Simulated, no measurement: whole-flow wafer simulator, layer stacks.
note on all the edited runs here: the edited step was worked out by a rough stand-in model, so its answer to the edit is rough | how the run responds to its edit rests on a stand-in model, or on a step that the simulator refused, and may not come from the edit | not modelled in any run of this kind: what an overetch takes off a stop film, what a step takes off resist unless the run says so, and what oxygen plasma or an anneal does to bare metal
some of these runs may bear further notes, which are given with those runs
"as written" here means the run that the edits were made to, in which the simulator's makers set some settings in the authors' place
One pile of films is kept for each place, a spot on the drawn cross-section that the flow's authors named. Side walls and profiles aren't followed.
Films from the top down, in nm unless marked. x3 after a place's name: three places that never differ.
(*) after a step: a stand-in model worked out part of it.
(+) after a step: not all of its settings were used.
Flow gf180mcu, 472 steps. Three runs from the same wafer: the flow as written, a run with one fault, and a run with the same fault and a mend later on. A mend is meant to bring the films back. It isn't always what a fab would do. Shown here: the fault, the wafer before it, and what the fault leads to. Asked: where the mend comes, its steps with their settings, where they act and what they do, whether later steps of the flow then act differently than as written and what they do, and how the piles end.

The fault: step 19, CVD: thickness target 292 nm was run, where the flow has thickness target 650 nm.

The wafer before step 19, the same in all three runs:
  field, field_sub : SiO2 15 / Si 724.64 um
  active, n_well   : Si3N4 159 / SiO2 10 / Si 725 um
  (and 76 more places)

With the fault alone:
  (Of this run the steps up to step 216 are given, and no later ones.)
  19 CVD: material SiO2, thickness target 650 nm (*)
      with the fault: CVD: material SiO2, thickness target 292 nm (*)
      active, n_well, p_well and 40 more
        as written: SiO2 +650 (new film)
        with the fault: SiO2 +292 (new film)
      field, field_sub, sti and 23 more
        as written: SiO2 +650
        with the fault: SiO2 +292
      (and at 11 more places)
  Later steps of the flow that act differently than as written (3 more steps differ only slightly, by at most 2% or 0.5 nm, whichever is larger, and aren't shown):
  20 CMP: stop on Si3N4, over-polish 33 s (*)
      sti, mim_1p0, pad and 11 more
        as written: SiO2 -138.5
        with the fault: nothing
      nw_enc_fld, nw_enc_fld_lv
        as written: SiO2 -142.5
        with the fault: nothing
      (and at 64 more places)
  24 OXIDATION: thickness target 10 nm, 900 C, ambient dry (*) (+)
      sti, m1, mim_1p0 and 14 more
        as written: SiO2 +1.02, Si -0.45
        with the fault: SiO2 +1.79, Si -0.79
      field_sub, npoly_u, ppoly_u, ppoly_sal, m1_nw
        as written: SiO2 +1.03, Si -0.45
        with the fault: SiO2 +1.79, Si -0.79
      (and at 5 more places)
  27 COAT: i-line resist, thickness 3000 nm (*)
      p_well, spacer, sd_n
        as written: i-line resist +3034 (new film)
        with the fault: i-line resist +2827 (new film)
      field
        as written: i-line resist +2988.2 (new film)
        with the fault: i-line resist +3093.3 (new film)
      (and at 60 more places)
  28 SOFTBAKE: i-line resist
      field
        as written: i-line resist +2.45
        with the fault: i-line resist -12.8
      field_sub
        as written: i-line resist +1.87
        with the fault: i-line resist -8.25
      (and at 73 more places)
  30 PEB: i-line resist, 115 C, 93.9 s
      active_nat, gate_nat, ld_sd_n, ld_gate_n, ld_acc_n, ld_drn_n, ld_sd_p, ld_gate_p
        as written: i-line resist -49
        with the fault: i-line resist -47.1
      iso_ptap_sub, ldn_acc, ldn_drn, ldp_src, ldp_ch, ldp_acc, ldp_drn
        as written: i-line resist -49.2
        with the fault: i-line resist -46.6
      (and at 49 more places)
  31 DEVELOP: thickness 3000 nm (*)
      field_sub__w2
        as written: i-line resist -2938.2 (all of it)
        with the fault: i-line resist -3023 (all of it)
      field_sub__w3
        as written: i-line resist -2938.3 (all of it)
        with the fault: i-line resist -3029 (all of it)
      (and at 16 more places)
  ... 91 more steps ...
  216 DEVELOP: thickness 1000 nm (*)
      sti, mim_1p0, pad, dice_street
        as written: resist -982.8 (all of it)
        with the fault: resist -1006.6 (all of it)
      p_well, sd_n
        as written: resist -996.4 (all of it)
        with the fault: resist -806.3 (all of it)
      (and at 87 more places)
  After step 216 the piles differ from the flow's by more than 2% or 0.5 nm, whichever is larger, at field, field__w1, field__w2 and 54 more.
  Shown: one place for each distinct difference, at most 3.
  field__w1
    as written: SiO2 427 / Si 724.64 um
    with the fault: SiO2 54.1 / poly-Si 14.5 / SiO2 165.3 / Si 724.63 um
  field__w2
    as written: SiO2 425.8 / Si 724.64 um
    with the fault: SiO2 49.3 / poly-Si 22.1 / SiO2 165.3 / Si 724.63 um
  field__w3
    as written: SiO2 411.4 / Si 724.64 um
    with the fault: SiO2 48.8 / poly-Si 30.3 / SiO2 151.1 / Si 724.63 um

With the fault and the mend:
  The mend comes after step 19.
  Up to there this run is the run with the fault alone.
  19a CVD: material SiO2, thickness target 358 nm (*) (the flow's step 19 once more, with other settings)
      field, field_sub, active and 76 more
        SiO2 +358
      m1
        SiO2 +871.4
  No later step of the flow acts differently than as written, at any place that is followed, by more than 2% or 0.5 nm, whichever is larger.
  At the end the piles differ from the flow's only slightly at the places that both follow, by at most 2% or 0.5 nm, whichever is larger.
